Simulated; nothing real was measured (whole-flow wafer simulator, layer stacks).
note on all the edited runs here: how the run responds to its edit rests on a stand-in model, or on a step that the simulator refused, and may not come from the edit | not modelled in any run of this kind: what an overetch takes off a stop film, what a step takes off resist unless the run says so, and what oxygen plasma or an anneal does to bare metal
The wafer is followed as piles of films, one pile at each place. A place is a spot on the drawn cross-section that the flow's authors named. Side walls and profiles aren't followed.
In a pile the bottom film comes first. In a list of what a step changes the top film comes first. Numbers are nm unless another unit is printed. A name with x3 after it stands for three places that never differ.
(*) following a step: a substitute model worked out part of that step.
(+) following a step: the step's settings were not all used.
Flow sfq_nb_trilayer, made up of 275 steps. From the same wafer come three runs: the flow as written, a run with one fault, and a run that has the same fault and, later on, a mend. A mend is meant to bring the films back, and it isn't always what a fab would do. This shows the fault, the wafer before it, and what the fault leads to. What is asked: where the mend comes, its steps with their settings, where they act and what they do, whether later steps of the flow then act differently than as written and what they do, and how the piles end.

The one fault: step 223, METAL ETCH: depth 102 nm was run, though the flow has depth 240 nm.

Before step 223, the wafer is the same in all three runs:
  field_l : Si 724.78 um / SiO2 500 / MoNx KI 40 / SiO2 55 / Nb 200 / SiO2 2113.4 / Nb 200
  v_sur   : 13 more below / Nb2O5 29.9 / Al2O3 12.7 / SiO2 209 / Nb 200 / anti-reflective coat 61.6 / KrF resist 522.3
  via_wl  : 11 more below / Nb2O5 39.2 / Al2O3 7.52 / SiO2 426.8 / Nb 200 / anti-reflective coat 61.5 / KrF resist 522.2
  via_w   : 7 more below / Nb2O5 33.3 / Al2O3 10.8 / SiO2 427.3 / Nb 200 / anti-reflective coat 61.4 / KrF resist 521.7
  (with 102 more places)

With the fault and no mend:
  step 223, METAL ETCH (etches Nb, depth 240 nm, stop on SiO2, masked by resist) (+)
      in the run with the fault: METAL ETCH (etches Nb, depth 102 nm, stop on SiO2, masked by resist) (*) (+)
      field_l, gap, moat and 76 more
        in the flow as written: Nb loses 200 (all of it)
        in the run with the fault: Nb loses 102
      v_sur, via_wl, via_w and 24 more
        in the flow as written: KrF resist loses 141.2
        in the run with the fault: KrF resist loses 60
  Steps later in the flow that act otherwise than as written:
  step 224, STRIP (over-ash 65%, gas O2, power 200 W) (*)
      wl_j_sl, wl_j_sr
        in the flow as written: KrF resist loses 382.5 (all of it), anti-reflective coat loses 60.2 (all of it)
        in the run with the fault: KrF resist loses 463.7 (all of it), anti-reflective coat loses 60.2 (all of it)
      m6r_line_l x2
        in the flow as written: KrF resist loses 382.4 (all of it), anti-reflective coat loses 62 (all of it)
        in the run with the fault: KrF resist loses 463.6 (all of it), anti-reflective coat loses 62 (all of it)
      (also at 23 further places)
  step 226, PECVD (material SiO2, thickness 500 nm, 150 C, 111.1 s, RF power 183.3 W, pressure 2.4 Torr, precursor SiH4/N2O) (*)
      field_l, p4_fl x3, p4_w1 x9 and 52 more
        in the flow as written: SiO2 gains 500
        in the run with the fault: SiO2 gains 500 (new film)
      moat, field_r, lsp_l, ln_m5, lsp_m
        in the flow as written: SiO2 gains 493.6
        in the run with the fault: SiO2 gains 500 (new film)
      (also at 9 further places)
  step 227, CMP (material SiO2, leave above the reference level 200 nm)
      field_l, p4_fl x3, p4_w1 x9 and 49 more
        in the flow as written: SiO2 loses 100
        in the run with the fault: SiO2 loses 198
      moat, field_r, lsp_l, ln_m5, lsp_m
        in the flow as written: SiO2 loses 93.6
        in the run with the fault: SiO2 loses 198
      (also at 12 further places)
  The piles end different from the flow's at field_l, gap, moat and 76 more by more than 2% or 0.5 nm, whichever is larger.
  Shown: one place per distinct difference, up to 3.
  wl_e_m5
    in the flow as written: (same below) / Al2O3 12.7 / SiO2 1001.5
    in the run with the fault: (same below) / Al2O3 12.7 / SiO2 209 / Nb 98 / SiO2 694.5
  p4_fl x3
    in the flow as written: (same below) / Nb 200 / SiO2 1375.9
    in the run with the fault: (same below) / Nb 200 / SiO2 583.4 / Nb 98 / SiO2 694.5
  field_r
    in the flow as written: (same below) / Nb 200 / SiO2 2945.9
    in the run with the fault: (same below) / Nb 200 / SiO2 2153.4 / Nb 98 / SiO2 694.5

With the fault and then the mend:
  After step 223 comes the mend.
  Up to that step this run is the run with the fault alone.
  step 223a, METAL ETCH (etches Nb, depth 138 nm, stop on SiO2, masked by resist) (+) (the flow's step 223, run once more with other settings)
      field_l, gap, moat and 76 more
        Nb loses 98 (all of it)
      v_sur, via_wl, via_w and 24 more
        KrF resist loses 81.2
  Every later step of the flow that is run acts as written at every place that is followed.
  At every place that both follow, the piles at the end match the flow's.
